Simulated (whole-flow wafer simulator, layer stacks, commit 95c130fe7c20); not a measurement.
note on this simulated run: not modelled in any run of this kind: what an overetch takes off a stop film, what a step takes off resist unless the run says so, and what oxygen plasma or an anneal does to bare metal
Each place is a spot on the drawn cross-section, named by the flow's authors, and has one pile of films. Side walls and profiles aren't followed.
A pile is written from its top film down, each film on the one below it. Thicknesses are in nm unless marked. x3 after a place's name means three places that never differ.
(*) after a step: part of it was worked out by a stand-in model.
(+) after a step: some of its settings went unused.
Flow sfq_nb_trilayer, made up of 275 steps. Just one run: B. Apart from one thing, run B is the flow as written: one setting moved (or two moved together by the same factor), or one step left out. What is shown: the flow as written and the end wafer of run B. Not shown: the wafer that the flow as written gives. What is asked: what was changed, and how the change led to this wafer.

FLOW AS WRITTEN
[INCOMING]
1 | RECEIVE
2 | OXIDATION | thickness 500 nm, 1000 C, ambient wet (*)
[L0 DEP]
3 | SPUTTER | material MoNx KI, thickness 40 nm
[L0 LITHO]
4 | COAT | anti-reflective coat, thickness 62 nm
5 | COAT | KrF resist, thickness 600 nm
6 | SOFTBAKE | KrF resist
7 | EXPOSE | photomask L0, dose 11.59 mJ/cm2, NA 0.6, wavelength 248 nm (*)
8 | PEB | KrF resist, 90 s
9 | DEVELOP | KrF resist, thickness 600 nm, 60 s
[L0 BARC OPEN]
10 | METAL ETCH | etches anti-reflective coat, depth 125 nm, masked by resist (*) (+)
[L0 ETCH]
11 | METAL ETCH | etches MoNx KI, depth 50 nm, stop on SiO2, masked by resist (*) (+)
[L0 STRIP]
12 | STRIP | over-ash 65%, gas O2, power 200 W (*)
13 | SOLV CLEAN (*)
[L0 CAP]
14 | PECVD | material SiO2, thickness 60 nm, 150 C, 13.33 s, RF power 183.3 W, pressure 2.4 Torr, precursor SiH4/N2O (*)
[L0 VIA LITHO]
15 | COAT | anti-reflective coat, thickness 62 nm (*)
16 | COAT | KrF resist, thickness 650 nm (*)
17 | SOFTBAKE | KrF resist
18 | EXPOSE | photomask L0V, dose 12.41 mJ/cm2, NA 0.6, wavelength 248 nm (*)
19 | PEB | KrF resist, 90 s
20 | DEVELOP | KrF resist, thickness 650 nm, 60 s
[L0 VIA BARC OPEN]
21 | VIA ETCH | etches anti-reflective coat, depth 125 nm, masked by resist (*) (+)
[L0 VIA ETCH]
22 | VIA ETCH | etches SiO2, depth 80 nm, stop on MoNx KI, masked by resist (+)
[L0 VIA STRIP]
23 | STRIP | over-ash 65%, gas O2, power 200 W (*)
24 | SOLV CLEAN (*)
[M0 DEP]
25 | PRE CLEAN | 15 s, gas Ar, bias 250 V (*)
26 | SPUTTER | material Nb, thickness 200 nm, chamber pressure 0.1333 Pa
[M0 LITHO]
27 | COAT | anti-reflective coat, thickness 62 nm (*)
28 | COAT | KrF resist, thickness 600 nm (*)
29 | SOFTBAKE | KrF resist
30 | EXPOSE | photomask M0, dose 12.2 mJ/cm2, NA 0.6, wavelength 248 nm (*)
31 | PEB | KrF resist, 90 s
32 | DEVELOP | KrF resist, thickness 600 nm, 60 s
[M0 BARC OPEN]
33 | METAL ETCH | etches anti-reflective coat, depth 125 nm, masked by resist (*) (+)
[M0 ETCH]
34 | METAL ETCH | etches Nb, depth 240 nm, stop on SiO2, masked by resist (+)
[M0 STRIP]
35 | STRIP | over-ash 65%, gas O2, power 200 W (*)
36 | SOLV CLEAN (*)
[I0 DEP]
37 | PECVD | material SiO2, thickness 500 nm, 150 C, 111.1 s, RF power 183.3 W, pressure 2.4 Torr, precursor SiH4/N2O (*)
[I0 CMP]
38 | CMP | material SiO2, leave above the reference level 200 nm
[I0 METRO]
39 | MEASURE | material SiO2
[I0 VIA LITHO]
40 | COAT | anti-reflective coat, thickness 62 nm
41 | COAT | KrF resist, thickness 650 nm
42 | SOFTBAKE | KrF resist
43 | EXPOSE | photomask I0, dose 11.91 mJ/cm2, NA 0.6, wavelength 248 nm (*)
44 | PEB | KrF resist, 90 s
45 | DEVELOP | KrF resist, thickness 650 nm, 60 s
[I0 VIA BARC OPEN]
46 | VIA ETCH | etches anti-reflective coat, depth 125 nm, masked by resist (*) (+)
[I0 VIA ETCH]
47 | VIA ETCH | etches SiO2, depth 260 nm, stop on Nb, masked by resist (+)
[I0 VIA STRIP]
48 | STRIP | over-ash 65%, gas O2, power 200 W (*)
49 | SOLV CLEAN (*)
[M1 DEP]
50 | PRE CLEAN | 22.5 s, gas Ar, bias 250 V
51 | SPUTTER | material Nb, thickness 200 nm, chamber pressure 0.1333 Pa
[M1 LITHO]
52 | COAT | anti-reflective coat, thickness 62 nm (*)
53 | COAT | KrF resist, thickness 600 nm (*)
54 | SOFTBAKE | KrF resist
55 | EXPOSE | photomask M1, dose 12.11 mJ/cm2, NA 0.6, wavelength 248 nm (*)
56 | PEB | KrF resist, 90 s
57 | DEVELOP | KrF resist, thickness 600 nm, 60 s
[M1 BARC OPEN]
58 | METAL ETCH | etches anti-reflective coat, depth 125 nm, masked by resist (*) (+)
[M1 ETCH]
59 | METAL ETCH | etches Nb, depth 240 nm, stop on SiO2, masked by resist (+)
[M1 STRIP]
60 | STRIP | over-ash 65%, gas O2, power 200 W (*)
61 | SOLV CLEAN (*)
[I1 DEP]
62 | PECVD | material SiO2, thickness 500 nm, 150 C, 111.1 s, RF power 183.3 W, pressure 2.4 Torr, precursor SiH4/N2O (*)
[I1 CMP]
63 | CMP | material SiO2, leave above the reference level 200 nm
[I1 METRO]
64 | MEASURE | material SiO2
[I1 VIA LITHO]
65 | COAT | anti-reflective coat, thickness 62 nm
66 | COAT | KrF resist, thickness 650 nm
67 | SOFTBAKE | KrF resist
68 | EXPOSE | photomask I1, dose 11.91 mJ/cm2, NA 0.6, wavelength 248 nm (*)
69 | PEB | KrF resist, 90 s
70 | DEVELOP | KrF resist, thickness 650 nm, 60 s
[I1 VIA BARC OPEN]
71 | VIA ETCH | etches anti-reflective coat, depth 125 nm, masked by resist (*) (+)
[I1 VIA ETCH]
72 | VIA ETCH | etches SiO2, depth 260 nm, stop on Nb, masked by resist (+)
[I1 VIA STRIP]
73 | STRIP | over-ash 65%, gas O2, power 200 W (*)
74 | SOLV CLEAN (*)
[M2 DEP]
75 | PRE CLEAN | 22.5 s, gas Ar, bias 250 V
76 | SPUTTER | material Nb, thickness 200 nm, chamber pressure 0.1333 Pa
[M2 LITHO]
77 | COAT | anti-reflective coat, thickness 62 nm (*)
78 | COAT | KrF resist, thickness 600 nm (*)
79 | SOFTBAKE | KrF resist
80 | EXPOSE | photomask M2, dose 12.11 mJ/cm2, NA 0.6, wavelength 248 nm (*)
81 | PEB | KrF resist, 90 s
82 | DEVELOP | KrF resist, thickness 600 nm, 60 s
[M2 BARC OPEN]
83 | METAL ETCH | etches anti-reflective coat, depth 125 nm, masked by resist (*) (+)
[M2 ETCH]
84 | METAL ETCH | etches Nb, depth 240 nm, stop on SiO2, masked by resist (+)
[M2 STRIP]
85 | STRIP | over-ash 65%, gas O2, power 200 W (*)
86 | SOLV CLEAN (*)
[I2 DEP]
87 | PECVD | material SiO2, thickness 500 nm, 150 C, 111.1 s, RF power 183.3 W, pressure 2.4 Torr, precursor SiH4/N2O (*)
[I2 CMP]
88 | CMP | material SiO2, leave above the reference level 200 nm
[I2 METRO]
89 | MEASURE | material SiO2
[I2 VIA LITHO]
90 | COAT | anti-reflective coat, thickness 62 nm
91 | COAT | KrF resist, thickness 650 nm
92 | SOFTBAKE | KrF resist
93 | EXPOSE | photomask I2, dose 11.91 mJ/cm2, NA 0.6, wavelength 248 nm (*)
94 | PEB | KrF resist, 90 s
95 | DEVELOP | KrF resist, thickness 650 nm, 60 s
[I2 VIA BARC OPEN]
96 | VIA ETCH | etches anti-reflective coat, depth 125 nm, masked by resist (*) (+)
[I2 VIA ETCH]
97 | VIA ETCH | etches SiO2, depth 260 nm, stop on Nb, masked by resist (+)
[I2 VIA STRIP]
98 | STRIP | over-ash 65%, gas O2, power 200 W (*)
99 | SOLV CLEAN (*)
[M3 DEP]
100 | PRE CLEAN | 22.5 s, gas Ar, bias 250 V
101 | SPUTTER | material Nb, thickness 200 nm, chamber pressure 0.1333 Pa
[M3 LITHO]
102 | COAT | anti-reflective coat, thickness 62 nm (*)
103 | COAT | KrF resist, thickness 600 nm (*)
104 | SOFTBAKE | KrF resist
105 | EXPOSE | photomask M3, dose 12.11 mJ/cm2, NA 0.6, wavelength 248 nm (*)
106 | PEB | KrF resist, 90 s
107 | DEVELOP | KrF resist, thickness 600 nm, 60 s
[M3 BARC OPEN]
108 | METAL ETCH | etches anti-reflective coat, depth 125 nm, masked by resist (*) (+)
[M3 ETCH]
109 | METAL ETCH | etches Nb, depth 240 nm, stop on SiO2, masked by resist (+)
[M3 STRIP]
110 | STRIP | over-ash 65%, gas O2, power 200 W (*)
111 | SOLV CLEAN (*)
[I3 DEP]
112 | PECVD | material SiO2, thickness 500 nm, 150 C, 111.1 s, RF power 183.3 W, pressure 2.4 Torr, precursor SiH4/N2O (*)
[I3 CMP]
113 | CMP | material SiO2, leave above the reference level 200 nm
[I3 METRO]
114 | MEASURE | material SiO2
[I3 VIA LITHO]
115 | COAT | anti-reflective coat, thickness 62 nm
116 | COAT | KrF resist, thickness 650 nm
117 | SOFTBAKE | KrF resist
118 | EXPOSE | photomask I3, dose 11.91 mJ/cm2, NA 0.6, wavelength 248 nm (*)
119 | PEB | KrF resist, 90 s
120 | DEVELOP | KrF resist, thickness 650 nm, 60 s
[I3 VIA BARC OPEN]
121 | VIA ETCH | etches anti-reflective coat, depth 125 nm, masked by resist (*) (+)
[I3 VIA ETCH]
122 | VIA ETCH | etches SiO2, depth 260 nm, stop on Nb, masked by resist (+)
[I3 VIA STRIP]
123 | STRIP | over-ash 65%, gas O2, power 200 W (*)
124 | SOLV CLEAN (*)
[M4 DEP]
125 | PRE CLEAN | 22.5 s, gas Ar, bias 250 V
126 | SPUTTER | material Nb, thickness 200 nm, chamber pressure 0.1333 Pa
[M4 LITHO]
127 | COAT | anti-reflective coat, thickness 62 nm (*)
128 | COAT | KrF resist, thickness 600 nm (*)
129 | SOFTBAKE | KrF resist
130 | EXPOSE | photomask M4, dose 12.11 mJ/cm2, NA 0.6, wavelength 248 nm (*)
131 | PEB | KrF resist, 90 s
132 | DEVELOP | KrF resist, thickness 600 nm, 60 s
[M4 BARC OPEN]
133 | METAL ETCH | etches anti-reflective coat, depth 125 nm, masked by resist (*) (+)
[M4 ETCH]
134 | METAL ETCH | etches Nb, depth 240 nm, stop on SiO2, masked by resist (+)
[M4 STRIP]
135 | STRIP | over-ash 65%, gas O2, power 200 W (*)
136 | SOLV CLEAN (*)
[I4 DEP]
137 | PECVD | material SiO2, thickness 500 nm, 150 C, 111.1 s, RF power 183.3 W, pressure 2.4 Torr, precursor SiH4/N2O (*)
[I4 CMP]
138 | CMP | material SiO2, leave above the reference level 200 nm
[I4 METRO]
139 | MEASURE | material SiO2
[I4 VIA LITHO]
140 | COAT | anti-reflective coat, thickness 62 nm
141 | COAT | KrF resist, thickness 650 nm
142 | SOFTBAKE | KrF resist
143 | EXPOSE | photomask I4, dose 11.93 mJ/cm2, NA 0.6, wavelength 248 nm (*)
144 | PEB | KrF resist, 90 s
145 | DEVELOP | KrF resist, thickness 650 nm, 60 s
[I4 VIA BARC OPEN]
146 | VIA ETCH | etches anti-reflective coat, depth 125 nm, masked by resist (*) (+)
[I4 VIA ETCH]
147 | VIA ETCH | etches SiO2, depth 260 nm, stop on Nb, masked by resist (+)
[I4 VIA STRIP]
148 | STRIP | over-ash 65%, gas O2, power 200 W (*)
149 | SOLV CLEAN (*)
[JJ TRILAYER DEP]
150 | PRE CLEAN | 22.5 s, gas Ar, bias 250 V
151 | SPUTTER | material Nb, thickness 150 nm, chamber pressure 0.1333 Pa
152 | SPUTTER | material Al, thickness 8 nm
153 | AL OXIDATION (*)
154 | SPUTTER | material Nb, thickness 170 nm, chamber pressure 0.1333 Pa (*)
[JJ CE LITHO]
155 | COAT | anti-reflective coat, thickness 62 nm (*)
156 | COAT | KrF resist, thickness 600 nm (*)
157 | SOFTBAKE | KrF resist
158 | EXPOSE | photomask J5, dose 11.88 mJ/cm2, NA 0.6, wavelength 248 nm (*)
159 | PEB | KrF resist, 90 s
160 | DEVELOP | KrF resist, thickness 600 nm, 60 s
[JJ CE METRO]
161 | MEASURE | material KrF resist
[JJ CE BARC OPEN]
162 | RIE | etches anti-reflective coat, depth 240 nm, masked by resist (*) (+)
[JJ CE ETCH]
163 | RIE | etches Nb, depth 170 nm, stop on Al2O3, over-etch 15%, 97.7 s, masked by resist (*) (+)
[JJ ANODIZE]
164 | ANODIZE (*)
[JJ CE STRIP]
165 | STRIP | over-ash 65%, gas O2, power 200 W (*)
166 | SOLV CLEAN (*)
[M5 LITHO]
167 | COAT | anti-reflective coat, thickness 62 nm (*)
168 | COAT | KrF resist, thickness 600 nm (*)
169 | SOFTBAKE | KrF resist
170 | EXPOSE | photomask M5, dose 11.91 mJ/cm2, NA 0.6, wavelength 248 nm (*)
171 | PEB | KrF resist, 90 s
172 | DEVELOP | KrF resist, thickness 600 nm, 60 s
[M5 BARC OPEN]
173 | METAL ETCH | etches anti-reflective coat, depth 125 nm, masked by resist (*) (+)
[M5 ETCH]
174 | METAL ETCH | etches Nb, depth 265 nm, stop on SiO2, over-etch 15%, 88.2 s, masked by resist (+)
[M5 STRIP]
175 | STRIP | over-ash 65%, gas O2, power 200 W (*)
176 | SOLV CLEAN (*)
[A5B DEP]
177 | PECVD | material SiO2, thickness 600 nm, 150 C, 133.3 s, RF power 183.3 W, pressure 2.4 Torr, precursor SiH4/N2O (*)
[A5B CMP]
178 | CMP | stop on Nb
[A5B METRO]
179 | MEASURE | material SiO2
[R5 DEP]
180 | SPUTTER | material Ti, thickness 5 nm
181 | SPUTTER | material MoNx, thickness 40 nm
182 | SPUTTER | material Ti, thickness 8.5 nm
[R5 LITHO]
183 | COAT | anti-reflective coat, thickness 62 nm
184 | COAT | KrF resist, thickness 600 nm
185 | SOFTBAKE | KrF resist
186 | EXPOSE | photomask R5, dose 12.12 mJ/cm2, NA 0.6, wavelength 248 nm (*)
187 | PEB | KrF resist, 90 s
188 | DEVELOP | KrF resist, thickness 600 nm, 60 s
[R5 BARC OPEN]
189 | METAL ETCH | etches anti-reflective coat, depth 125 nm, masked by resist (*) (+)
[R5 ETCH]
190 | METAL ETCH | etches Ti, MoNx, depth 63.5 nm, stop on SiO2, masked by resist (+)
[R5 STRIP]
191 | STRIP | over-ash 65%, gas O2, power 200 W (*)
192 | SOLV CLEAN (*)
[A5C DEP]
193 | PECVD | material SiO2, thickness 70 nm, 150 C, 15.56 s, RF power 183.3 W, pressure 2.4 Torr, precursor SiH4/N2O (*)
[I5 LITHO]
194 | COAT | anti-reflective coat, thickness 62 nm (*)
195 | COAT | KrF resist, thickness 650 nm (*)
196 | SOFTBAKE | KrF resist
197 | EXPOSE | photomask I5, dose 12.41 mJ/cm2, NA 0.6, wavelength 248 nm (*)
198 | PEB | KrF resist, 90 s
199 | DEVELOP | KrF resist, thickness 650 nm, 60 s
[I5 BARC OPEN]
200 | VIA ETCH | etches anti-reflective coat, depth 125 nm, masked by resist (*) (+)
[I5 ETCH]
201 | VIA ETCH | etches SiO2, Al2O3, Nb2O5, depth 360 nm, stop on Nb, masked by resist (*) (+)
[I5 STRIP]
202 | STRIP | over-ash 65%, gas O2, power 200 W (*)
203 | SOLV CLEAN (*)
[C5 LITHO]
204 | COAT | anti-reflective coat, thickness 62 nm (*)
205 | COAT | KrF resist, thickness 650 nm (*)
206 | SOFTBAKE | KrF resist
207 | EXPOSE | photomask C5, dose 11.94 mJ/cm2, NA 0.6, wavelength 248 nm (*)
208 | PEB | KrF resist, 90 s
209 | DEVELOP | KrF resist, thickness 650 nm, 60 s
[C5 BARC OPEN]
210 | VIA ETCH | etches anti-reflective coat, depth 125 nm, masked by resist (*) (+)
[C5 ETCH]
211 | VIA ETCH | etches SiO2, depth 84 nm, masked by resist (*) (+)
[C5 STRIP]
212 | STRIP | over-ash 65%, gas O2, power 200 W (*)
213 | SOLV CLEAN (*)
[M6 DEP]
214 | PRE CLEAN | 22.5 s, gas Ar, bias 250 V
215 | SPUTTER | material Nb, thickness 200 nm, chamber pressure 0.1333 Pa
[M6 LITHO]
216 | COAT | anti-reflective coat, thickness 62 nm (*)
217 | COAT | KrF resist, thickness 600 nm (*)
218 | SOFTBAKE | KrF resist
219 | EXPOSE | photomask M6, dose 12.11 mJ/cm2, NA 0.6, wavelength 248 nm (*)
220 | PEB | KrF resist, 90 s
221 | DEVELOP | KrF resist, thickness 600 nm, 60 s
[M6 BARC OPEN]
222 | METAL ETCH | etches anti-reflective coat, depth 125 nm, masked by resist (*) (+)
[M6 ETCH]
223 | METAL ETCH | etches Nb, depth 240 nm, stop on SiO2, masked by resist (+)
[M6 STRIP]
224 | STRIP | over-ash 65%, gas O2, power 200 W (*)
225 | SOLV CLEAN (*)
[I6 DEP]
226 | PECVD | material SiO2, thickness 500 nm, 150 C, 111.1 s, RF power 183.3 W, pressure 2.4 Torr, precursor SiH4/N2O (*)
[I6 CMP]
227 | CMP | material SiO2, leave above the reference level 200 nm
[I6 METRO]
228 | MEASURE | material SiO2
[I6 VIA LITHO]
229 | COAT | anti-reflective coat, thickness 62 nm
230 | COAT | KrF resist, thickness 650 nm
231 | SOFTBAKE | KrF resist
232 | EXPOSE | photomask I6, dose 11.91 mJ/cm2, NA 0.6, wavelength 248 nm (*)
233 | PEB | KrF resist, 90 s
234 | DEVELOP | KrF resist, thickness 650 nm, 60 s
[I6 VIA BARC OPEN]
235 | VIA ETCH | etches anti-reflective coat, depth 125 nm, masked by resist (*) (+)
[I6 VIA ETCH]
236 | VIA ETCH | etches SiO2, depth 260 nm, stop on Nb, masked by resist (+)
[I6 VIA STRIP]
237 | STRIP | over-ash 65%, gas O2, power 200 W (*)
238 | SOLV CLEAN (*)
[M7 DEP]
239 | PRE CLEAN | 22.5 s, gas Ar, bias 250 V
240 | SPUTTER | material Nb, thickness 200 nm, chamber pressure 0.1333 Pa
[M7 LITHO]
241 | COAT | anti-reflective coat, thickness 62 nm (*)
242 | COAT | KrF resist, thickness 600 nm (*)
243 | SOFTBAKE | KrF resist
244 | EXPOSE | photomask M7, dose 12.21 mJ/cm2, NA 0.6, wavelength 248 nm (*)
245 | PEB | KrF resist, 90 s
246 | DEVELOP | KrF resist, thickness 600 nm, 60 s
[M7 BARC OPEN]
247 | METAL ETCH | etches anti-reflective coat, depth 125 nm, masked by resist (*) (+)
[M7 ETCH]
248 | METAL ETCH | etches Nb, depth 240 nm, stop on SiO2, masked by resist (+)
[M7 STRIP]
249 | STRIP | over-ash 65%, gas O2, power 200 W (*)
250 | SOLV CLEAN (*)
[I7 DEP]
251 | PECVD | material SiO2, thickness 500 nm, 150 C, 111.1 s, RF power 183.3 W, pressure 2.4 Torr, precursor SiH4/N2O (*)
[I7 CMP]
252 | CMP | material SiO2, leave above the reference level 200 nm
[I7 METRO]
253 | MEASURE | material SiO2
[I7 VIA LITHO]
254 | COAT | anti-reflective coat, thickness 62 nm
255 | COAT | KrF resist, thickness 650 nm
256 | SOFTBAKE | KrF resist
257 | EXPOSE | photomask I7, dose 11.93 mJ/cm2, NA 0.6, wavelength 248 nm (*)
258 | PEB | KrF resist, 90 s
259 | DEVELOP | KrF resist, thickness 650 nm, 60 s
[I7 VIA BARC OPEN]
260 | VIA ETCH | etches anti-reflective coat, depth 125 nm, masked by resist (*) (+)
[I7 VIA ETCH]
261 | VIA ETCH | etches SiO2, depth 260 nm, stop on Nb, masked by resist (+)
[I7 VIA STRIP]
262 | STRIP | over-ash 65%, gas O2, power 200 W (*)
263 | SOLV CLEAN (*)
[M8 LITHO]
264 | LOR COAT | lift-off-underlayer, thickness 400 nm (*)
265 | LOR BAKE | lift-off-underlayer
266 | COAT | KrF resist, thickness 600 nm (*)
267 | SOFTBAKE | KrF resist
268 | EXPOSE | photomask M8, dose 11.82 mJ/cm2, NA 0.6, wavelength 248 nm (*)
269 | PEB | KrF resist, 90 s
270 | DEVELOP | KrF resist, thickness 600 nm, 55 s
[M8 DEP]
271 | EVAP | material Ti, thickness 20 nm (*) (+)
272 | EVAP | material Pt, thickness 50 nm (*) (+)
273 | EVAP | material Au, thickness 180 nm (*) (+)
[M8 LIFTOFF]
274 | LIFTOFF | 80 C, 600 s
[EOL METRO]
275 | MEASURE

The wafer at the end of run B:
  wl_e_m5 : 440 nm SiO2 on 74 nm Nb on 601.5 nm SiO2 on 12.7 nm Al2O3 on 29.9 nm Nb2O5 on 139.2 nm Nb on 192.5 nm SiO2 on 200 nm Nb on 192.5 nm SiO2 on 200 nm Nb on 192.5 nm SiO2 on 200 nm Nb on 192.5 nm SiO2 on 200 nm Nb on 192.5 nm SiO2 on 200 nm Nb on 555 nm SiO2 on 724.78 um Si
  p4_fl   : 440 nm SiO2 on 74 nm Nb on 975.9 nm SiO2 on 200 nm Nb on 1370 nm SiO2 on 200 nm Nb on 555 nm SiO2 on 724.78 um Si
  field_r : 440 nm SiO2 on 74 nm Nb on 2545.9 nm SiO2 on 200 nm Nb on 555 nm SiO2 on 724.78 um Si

The reason: step 240, SPUTTER: thickness 314 nm was run, whereas the flow has thickness 200 nm.

How this came from the change, step by step:
  240 | SPUTTER | material Nb, thickness 200 nm, chamber pressure 0.1333 Pa
      field_l, v_sur, via_wl and 102 more: Nb gains 314 (new film) (it would be, as written: Nb gains 200 (new film))
      via_v: Nb gains 253.7 (it would be, as written: Nb gains 161.1)
  241 | COAT | anti-reflective coat, thickness 62 nm (*)
      via_v: anti-reflective coat gains 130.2 (new film) (it would be, as written: anti-reflective coat gains 126 (new film))
  248 | METAL ETCH | etches Nb, depth 240 nm, stop on SiO2, masked by resist (+)
      field_l, field_r, lsp_l and 62 more: Nb loses 240 (it would be, as written: Nb loses 200 (all of it))
  249 | STRIP | over-ash 65%, gas O2, power 200 W (*)
      via_v: KrF resist loses 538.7 (all of it), anti-reflective coat loses 130.2 (all of it) (it would be, as written: KrF resist loses 524.5 (all of it), anti-reflective coat loses 126 (all of it))
  251 | PECVD | material SiO2, thickness 500 nm, 150 C, 111.1 s, RF power 183.3 W, pressure 2.4 Torr, precursor SiH4/N2O (*)
      field_l, p4_fl, p4_fm and 56 more: SiO2 gains 500 (new film) (it would be, as written: SiO2 gains 500)
      field_r, lsp_l: SiO2 gains 473.2 (new film) (it would be, as written: SiO2 gains 477.7)
      (also at 4 further places)
  252 | CMP | material SiO2, leave above the reference level 200 nm
      field_l, p4_fl, p4_fm and 56 more: SiO2 loses 60 (it would be, as written: SiO2 loses 100)
      field_r, lsp_l: SiO2 loses 33.2 (it would be, as written: SiO2 loses 77.7)
      (also at 3 further places)
If metal films that touch count as one body, wl_e_m5 has 7 bodies (between them, from the top down: SiO2 601.5 / Al2O3 12.7 / Nb2O5 29.9; SiO2 192.5; SiO2 192.5; SiO2 192.5; SiO2 192.5; SiO2 192.5); the flow as written gives 6 bodies (between them, from the top down: SiO2 192.5; SiO2 192.5; SiO2 192.5; SiO2 192.5; SiO2 192.5).
If metal films that touch count as one body, p4_fl has 3 bodies (between them, from the top down: SiO2 975.9; SiO2 1370); the flow as written gives 2 bodies (between them, from the top down: SiO2 1370).
If metal films that touch count as one body, field_r has 2 bodies (between them, from the top down: SiO2 2545.9); the flow as written gives 1 body.
